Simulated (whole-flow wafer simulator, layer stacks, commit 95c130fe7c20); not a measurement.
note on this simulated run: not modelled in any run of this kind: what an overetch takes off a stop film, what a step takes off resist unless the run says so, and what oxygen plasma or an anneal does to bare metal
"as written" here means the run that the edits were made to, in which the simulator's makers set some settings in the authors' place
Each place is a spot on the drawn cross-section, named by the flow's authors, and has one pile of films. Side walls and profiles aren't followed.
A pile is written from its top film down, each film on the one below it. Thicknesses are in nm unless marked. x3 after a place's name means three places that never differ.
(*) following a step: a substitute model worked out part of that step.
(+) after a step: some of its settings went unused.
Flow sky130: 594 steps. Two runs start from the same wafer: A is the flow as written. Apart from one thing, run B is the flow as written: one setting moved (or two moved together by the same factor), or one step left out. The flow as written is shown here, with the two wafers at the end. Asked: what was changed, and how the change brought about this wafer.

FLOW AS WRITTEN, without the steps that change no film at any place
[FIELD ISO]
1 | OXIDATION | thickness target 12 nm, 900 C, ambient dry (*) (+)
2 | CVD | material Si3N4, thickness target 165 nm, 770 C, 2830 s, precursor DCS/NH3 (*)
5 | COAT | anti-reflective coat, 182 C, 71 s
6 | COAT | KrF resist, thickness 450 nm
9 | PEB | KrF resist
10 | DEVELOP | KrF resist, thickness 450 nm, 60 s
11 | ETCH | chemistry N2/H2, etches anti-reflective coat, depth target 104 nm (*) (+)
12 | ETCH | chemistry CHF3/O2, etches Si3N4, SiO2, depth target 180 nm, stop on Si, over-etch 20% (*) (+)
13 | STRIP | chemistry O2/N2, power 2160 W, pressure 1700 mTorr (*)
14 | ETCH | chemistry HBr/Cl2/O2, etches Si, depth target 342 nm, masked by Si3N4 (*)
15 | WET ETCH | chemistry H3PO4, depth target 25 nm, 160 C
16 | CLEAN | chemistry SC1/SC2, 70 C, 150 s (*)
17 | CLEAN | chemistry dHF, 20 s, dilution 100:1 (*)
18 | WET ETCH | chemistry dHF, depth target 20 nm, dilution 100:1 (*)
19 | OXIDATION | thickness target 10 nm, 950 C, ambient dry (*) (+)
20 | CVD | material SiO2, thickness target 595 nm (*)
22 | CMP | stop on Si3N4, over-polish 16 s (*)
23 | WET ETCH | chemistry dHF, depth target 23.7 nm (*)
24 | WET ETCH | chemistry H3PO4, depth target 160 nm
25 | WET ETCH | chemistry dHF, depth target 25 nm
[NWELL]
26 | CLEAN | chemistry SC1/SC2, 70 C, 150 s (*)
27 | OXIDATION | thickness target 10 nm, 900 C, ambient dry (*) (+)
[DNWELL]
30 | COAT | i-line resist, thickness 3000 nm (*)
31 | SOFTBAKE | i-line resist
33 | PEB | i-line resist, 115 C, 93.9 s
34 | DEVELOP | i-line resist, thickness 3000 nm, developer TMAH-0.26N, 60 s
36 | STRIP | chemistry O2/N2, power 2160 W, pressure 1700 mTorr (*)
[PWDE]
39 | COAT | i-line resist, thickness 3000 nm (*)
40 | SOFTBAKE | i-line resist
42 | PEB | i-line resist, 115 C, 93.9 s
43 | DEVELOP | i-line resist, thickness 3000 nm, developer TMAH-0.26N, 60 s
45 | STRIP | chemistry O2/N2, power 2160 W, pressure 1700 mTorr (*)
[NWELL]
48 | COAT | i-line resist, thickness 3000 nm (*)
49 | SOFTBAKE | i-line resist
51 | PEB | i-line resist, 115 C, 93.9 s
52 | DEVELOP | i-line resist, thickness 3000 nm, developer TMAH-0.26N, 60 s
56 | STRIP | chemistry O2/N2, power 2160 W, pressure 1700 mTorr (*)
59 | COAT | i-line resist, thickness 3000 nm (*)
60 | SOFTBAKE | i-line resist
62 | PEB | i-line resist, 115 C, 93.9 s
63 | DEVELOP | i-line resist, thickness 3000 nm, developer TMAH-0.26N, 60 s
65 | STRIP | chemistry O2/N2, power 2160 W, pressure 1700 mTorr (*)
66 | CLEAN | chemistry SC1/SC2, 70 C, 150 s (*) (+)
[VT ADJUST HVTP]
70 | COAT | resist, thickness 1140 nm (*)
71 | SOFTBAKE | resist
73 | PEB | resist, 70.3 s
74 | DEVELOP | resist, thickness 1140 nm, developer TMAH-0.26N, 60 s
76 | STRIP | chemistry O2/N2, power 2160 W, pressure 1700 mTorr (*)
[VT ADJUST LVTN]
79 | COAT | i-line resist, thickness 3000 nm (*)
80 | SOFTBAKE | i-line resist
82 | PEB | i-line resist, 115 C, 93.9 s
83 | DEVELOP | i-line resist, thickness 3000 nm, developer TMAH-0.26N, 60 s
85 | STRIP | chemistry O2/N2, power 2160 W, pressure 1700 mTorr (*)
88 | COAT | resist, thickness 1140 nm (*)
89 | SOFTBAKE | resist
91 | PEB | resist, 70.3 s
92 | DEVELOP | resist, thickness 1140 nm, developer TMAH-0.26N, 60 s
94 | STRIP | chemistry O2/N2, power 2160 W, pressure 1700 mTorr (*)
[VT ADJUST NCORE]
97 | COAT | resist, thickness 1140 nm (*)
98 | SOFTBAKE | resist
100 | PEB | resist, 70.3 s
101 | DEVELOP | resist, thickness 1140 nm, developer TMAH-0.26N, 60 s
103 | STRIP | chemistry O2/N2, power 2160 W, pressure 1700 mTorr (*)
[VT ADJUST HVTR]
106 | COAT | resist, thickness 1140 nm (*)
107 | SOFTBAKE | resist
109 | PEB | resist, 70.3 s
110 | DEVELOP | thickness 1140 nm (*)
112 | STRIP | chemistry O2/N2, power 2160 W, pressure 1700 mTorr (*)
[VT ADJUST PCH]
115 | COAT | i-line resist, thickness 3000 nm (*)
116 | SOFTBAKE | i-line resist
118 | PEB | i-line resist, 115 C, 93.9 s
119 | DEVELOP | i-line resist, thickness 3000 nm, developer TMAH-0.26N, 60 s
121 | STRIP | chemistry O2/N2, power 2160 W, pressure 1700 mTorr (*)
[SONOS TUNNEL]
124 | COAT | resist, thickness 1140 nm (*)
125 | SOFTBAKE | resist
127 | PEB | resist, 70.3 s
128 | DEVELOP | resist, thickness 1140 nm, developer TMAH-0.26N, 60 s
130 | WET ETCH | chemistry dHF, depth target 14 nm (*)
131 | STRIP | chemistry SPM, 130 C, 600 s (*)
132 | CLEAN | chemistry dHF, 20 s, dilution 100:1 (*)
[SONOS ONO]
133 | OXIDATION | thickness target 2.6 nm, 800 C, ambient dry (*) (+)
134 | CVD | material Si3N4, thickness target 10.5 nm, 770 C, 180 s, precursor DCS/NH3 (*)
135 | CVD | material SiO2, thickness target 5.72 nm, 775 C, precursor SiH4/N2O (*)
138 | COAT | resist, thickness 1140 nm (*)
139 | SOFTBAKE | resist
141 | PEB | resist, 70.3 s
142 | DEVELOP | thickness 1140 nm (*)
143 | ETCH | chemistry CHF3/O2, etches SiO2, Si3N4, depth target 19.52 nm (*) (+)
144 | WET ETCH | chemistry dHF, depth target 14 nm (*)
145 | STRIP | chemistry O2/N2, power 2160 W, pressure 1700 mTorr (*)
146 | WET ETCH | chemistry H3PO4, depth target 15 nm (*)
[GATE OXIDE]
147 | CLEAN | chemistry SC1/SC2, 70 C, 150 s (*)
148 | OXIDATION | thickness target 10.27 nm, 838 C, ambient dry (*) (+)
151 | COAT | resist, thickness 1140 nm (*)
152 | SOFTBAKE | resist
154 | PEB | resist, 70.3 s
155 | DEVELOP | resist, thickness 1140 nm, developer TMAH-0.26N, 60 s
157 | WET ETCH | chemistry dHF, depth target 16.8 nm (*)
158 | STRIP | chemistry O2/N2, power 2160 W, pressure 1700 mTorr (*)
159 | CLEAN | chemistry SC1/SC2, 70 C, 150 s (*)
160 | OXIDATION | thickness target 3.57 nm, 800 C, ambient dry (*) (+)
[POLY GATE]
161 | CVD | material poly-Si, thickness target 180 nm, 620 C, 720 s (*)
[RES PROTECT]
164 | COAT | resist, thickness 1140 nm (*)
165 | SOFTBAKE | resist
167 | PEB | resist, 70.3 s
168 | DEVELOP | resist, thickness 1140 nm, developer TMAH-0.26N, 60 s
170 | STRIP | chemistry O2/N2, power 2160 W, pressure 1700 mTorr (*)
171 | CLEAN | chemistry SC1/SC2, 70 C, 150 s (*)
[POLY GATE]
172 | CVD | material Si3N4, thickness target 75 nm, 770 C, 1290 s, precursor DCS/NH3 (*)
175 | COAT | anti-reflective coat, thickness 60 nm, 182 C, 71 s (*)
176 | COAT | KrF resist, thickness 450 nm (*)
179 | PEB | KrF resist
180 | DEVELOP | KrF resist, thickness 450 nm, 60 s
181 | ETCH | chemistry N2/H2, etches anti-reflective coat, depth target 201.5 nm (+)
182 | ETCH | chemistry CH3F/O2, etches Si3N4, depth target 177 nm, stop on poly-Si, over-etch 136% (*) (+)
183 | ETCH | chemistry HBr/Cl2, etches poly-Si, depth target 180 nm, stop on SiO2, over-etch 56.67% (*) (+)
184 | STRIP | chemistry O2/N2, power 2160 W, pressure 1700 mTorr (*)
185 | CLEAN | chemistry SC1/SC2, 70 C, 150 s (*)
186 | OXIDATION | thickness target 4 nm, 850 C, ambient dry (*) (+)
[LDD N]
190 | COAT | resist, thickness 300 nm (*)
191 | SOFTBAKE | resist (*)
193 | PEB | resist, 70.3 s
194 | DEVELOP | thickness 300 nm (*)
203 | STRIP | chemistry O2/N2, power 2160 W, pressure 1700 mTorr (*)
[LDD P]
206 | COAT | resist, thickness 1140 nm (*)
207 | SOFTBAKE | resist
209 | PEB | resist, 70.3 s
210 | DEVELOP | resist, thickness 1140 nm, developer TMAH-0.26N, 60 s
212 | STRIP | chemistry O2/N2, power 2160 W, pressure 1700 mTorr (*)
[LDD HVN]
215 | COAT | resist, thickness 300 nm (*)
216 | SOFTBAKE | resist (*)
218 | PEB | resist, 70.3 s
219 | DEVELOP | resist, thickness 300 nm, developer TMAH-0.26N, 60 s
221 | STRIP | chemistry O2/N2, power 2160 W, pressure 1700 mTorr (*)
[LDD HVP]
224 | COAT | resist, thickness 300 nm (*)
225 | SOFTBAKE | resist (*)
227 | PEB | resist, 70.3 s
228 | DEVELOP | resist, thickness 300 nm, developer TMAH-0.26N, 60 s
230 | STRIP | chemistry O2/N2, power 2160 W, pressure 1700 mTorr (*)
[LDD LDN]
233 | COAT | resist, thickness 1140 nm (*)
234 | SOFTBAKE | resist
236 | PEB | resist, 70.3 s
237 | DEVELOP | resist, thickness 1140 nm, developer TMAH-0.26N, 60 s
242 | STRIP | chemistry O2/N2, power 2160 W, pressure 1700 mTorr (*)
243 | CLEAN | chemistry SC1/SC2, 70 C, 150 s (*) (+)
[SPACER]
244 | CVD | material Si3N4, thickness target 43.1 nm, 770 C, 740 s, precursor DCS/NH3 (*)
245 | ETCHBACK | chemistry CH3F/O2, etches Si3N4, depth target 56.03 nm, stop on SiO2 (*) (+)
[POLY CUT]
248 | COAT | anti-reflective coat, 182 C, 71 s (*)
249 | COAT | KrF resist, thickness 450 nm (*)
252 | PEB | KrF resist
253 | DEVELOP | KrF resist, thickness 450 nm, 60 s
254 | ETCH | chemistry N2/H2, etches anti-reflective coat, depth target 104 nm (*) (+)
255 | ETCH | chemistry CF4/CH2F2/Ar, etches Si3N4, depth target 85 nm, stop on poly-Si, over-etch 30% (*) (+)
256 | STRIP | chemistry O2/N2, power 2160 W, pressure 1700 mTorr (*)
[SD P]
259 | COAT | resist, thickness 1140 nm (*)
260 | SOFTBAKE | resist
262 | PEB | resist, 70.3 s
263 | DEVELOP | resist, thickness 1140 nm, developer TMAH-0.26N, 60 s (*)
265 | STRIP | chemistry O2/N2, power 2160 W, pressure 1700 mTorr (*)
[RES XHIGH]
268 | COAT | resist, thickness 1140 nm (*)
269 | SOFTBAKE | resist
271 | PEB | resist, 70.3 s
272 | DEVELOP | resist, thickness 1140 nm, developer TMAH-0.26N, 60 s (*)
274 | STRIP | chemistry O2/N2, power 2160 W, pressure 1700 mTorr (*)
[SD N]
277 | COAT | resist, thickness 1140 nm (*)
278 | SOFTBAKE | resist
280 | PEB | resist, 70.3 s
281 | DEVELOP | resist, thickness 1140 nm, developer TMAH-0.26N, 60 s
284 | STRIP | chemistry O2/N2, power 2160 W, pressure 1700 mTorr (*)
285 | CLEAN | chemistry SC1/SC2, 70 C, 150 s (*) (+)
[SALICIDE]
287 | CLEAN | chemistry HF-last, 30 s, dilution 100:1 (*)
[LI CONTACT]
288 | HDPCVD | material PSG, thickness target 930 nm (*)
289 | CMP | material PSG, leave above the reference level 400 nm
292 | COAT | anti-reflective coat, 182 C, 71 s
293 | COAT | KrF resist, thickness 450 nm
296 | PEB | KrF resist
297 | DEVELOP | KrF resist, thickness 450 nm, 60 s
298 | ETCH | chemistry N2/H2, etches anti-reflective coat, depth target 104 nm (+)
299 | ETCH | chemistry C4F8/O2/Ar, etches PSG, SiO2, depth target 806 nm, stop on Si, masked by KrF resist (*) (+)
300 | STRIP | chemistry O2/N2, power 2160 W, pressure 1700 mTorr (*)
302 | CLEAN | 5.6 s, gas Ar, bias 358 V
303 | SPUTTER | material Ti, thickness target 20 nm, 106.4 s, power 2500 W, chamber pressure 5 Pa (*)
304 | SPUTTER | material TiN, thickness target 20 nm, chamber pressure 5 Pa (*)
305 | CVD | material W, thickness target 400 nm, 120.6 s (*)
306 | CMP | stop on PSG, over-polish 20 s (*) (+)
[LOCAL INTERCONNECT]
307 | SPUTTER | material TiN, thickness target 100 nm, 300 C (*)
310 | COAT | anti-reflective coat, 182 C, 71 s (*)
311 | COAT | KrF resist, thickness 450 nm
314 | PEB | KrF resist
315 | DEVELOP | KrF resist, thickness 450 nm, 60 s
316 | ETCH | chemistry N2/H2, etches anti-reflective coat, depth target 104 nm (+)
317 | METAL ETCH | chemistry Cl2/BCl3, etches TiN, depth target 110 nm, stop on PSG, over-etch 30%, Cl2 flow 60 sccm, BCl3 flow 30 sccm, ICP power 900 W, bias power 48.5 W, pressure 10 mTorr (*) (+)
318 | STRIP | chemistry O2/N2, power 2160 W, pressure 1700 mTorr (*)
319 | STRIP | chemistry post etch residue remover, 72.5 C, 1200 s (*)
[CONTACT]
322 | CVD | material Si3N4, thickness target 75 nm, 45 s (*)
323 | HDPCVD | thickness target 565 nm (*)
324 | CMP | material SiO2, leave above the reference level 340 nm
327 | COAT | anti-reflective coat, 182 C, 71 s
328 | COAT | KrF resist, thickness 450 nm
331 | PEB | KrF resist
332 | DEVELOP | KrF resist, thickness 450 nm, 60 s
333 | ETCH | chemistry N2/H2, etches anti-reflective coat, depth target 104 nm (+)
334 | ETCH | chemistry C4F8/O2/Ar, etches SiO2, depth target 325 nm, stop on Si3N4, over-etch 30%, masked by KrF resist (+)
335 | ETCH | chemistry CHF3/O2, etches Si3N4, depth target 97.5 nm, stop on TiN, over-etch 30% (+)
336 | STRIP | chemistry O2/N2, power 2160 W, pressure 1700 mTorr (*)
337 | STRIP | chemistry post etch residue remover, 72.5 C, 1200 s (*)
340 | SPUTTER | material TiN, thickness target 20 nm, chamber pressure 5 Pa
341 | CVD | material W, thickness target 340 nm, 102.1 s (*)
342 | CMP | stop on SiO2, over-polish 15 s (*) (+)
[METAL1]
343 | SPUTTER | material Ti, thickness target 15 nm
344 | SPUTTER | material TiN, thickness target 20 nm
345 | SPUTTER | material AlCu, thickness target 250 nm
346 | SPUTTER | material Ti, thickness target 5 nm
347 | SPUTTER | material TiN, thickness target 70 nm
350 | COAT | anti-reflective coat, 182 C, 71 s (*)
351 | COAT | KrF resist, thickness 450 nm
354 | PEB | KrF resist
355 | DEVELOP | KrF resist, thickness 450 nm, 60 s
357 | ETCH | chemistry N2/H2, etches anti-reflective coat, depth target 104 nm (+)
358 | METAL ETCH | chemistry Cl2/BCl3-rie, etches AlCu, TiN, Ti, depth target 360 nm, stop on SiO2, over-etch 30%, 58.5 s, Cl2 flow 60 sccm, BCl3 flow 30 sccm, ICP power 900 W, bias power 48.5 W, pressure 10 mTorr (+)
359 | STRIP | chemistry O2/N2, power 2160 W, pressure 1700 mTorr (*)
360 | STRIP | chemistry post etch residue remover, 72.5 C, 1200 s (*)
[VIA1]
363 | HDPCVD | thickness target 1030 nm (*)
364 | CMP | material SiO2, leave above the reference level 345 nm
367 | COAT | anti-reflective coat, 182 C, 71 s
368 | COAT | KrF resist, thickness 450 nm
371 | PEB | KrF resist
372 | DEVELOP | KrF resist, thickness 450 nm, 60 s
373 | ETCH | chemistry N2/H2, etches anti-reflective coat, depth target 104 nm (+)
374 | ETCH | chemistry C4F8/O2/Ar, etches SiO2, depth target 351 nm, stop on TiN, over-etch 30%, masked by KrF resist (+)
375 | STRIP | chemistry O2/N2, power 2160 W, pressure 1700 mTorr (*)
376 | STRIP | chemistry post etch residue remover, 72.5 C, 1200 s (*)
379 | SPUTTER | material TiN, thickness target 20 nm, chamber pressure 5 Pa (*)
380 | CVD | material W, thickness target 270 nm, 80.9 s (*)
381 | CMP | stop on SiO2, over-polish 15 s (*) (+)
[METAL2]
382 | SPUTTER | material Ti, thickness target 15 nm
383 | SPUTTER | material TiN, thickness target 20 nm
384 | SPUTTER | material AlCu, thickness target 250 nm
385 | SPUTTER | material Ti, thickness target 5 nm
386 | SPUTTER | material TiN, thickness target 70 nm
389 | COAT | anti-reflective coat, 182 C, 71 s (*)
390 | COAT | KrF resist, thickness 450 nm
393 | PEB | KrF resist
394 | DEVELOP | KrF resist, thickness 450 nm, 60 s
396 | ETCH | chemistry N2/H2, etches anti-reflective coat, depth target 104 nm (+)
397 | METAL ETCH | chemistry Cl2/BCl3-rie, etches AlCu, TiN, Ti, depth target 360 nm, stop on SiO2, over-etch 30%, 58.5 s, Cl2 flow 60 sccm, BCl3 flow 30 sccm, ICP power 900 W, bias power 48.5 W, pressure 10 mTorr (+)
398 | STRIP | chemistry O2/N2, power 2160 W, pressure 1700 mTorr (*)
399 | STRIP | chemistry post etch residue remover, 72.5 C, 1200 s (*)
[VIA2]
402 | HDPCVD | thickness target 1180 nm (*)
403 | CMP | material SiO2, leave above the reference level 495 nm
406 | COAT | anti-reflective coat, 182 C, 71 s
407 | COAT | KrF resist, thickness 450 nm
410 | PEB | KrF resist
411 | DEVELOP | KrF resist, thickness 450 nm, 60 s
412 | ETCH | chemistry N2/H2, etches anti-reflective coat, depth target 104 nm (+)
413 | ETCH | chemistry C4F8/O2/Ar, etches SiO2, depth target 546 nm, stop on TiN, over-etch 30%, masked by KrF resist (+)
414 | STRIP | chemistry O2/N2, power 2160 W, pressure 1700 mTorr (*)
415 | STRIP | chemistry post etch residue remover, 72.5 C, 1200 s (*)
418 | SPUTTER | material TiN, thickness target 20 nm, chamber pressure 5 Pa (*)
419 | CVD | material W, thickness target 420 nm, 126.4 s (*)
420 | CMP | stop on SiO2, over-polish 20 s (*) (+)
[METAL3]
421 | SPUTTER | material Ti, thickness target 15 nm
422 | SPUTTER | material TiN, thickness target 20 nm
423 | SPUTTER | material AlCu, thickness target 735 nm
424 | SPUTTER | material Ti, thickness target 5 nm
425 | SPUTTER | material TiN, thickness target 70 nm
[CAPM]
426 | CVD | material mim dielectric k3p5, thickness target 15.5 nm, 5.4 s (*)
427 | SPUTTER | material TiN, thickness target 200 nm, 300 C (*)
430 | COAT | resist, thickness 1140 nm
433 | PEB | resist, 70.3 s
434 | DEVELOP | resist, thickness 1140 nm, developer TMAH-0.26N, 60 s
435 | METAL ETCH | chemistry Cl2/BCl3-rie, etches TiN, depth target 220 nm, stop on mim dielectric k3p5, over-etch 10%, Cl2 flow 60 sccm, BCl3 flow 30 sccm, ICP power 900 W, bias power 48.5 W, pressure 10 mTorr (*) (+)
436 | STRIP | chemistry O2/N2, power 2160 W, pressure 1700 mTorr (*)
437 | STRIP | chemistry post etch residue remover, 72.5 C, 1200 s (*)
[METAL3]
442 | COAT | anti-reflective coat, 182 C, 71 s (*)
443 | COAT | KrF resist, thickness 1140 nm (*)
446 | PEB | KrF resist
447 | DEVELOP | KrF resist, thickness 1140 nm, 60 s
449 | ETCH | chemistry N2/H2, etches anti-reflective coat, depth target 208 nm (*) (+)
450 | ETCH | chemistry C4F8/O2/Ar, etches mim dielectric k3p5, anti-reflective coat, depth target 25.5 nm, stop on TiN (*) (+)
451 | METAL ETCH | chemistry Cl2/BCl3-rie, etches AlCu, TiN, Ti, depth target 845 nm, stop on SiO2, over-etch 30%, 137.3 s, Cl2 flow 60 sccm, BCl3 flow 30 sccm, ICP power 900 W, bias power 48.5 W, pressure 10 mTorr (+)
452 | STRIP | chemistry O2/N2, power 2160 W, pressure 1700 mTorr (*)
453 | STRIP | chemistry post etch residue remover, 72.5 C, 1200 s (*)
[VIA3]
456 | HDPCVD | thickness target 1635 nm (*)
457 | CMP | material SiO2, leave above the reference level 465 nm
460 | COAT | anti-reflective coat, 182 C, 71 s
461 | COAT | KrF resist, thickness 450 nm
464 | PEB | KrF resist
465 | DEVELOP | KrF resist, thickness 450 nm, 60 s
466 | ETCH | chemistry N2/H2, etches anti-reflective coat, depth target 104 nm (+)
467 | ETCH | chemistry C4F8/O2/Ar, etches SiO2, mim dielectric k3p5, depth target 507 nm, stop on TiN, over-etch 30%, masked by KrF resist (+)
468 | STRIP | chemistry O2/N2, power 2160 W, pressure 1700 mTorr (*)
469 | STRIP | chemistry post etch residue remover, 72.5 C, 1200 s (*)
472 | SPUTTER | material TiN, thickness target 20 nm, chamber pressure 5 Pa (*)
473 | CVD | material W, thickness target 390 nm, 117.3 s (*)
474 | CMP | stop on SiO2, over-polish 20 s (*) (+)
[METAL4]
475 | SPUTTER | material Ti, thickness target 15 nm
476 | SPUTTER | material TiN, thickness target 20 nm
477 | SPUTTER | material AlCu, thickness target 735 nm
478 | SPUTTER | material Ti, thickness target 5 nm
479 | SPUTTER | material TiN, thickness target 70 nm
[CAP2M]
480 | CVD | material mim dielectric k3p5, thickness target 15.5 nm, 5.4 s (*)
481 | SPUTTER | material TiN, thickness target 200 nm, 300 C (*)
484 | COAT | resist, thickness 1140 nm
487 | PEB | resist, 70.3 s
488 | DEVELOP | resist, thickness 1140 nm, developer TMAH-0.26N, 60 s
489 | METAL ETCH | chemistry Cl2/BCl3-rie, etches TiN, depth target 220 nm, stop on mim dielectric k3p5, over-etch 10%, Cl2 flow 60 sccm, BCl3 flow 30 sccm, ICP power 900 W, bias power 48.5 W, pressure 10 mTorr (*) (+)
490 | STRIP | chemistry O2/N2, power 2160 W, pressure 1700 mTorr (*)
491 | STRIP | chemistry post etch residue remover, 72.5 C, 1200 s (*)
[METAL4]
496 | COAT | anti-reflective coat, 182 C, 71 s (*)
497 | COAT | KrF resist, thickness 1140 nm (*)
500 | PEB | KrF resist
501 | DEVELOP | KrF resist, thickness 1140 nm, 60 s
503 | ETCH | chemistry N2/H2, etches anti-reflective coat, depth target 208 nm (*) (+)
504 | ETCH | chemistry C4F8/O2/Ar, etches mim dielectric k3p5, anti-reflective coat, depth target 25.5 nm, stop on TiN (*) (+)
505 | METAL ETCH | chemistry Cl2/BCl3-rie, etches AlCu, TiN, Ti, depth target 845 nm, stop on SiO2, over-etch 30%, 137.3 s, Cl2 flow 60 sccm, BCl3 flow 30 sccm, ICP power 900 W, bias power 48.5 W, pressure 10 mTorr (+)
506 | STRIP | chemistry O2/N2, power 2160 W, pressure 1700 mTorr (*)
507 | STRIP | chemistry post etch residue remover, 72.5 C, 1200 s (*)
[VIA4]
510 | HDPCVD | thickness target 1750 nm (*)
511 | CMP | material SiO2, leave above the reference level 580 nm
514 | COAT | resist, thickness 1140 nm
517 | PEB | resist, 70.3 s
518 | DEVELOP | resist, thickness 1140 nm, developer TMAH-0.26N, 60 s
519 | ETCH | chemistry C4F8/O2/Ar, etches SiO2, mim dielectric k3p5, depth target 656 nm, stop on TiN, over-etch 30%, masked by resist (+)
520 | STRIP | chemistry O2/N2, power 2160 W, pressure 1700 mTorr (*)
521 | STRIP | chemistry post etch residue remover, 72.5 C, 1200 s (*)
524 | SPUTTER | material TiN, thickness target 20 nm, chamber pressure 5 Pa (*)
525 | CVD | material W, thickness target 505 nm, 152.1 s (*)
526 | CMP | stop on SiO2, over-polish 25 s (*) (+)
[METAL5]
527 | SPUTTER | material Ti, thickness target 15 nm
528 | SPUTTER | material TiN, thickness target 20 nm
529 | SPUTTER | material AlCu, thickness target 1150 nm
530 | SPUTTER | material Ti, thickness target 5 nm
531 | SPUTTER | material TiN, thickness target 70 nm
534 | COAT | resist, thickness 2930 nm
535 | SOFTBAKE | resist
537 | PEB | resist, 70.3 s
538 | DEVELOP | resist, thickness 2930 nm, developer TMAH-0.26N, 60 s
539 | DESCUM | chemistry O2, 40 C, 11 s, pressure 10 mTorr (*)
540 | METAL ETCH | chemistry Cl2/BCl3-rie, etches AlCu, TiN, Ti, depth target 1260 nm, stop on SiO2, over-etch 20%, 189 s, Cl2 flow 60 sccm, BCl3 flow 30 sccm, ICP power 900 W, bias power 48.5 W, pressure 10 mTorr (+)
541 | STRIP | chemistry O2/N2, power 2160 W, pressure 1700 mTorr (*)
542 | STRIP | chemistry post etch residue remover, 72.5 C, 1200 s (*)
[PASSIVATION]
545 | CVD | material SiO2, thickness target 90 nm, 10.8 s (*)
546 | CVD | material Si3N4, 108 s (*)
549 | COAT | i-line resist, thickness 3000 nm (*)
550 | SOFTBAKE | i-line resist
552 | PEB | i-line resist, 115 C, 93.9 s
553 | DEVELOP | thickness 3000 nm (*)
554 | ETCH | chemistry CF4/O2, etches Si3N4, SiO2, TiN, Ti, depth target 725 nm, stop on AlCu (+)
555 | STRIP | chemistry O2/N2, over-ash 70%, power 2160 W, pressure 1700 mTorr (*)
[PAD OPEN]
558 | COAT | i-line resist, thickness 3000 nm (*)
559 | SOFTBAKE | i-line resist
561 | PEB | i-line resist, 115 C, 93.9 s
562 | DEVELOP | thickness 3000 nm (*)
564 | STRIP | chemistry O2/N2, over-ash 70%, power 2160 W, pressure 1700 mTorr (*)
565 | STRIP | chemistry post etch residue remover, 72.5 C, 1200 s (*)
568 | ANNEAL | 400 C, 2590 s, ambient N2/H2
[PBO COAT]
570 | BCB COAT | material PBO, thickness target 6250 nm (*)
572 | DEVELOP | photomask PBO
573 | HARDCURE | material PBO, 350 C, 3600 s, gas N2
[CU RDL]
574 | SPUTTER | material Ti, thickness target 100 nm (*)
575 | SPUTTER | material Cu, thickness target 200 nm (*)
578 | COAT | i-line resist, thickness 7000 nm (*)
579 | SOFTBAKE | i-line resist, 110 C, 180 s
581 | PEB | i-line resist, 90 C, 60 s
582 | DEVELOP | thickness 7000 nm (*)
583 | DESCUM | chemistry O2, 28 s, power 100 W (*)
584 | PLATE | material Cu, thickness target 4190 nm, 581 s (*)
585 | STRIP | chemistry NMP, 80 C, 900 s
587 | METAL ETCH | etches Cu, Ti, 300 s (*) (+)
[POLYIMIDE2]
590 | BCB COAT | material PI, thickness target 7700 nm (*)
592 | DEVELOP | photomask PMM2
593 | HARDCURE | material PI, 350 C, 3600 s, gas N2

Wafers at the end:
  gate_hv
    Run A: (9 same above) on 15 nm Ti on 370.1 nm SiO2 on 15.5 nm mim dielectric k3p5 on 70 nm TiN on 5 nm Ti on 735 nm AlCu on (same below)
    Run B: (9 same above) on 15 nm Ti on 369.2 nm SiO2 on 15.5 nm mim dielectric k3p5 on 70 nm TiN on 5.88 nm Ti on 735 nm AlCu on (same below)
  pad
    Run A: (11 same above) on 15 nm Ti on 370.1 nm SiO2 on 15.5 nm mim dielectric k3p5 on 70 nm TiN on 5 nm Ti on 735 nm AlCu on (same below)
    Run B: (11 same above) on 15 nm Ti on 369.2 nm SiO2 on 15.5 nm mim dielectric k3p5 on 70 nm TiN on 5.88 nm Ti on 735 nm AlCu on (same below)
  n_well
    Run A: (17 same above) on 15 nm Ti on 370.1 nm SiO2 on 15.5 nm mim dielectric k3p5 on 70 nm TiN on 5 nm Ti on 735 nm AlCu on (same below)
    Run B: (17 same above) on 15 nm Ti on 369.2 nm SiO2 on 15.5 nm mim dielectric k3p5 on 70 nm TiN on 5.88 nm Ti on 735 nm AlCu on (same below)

Cause: step 424, SPUTTER: thickness target 5.88 nm was run, whereas the flow has thickness target 5 nm.
One can read it off the wafer: gate_hv has Ti 5.88, and step 424 as written asks for 5 nm.

The path from the change to this, step by step:
  424 | SPUTTER | material Ti, thickness target 5 nm
      field, active, n_well and 188 more: A Ti gains 5 (new film) | B Ti gains 5.88 (new film)
  451 | METAL ETCH | chemistry Cl2/BCl3-rie, etches AlCu, TiN, Ti, depth target 845 nm, stop on SiO2, over-etch 30%, 137.3 s, Cl2 flow 60 sccm, BCl3 flow 30 sccm, ICP power 900 W, bias power 48.5 W, pressure 10 mTorr (+)
      field, gate, spacer and 68 more: A TiN loses 70 (all of it), Ti loses 5 (all of it), AlCu loses 735 (all of it), TiN loses 20 (all of it), Ti loses 15 (all of it), SiO2 loses 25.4 | B TiN loses 70 (all of it), Ti loses 5.88 (all of it), AlCu loses 735 (all of it), TiN loses 20 (all of it), Ti loses 15 (all of it), SiO2 loses 25.3
      active, vpp_ln, vpp_iso2 and 11 more: A TiN loses 70 (all of it), Ti loses 5 (all of it), AlCu loses 735 (all of it), TiN loses 20 (all of it), Ti loses 15 (all of it), SiO2 loses 25.3 | B TiN loses 70 (all of it), Ti loses 5.88 (all of it), AlCu loses 735 (all of it), TiN loses 20 (all of it), Ti loses 15 (all of it), SiO2 loses 25.3
